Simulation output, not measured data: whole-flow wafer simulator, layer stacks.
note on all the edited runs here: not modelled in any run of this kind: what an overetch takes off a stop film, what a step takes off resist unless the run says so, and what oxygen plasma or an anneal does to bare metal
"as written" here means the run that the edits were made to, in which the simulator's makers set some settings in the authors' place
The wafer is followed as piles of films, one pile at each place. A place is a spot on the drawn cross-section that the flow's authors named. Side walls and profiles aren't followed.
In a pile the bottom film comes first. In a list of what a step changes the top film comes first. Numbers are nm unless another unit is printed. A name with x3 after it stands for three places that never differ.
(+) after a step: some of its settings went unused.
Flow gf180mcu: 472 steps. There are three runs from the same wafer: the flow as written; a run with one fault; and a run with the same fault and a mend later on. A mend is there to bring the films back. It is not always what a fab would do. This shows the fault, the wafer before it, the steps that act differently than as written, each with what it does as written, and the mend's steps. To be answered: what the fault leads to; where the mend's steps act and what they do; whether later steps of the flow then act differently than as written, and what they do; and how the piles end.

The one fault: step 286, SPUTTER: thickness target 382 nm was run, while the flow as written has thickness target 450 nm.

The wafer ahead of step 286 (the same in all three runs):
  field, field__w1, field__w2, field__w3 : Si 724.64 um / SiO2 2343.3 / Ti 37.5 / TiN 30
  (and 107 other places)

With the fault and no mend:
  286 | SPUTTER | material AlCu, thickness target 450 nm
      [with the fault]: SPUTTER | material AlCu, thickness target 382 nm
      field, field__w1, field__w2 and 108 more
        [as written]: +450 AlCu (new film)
        [with the fault]: +382 AlCu (new film)
  Steps further on in the flow that do not act as written:
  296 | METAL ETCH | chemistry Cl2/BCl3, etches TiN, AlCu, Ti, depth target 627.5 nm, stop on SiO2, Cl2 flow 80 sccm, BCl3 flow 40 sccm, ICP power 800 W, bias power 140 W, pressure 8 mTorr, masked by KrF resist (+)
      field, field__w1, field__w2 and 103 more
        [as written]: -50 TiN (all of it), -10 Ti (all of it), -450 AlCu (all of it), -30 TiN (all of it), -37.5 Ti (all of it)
        [with the fault]: -50 TiN (all of it), -10 Ti (all of it), -382 AlCu (all of it), -30 TiN (all of it), -37.5 Ti (all of it)
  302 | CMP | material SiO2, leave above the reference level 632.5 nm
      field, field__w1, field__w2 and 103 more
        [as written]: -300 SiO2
        [with the fault]: -368 SiO2
  By the end, the piles at field__w8, contact, m1, m1__w1, m1_nw depart from the flow's by more than 2% or 0.5 nm, whichever is larger.
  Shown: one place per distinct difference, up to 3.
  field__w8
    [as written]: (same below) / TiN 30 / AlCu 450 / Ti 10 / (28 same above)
    [with the fault]: (same below) / TiN 30 / AlCu 382 / Ti 10 / (28 same above)
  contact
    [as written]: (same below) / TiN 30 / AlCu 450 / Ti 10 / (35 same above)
    [with the fault]: (same below) / TiN 30 / AlCu 382 / Ti 10 / (35 same above)

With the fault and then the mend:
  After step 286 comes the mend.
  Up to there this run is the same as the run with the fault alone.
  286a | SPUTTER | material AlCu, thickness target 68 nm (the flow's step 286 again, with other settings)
      field, field__w1, field__w2 and 108 more
        +68 AlCu
  Later steps of the flow that are run all act as written at every place that is followed.
  The piles end the same as the flow's at every place that both follow.
